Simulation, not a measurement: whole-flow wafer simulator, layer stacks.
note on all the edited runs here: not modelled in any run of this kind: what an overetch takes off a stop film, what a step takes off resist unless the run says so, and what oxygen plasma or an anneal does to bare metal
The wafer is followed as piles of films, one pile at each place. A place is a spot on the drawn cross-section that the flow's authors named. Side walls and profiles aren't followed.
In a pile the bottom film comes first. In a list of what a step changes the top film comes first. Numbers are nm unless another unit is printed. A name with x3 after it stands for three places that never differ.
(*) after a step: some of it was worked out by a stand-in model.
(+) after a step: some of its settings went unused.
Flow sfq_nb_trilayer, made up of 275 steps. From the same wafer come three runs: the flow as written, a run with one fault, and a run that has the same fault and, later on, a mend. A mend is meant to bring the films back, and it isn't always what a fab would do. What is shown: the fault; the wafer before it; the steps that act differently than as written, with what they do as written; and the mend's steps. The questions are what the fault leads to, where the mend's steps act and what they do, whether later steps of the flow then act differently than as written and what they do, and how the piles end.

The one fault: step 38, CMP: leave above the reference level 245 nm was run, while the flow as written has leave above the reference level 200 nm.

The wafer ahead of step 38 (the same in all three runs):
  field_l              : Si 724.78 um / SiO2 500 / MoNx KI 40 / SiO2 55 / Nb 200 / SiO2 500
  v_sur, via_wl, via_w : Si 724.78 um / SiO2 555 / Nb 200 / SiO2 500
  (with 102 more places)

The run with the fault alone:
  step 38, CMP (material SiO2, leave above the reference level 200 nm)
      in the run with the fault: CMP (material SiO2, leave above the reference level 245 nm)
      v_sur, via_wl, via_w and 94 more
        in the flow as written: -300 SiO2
        in the run with the fault: -255 SiO2
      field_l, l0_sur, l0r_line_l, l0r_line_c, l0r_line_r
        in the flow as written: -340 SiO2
        in the run with the fault: -295 SiO2
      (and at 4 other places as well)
  Steps further on in the flow that do not act as written (not shown: 3 more steps that differ only slightly, by at most 2% or 0.5 nm, whichever is larger):
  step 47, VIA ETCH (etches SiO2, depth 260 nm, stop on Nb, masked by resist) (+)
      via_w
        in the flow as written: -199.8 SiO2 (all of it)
        in the run with the fault: -244.8 SiO2 (all of it)
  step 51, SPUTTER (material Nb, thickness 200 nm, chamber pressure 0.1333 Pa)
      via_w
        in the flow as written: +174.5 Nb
        in the run with the fault: +166.1 Nb
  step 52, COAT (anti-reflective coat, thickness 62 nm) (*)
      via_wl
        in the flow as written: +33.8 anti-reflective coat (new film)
        in the run with the fault: +32.7 anti-reflective coat (new film)
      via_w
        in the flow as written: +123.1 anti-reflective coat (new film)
        in the run with the fault: +132.7 anti-reflective coat (new film)
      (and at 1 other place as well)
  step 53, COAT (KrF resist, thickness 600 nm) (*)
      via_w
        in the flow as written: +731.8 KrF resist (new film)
        in the run with the fault: +768.2 KrF resist (new film)
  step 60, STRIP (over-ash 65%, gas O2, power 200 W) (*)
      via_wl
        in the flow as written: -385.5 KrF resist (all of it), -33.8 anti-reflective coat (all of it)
        in the run with the fault: -380.8 KrF resist (all of it), -32.7 anti-reflective coat (all of it)
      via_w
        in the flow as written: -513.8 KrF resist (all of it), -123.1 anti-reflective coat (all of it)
        in the run with the fault: -550.2 KrF resist (all of it), -132.7 anti-reflective coat (all of it)
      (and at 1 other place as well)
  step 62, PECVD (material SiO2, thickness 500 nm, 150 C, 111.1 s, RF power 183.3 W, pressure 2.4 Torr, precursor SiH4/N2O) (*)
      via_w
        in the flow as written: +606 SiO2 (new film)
        in the run with the fault: +659.4 SiO2 (new film)
  The piles end different from the flow's at v_sur, via_wl, via_w and 79 more by more than 2% or 0.5 nm, whichever is larger.
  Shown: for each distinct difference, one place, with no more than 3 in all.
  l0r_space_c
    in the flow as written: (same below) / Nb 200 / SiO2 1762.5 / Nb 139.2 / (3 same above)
    in the run with the fault: (same below) / Nb 200 / SiO2 1807.5 / Nb 139.2 / (3 same above)
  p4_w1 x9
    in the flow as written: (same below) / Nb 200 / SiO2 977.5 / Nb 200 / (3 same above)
    in the run with the fault: (same below) / Nb 200 / SiO2 1022.5 / Nb 200 / (3 same above)
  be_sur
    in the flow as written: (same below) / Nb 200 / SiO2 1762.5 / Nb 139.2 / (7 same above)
    in the run with the fault: (same below) / Nb 200 / SiO2 1807.5 / Nb 139.2 / (7 same above)

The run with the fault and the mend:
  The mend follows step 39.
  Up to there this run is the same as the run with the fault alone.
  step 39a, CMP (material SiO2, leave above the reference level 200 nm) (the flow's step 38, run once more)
      field_l, v_sur, via_wl and 103 more
        -45 SiO2
  Every later step of the flow that is run acts as written at every place that is followed.
  By the end, the piles equal the flow's at every place that both follow.
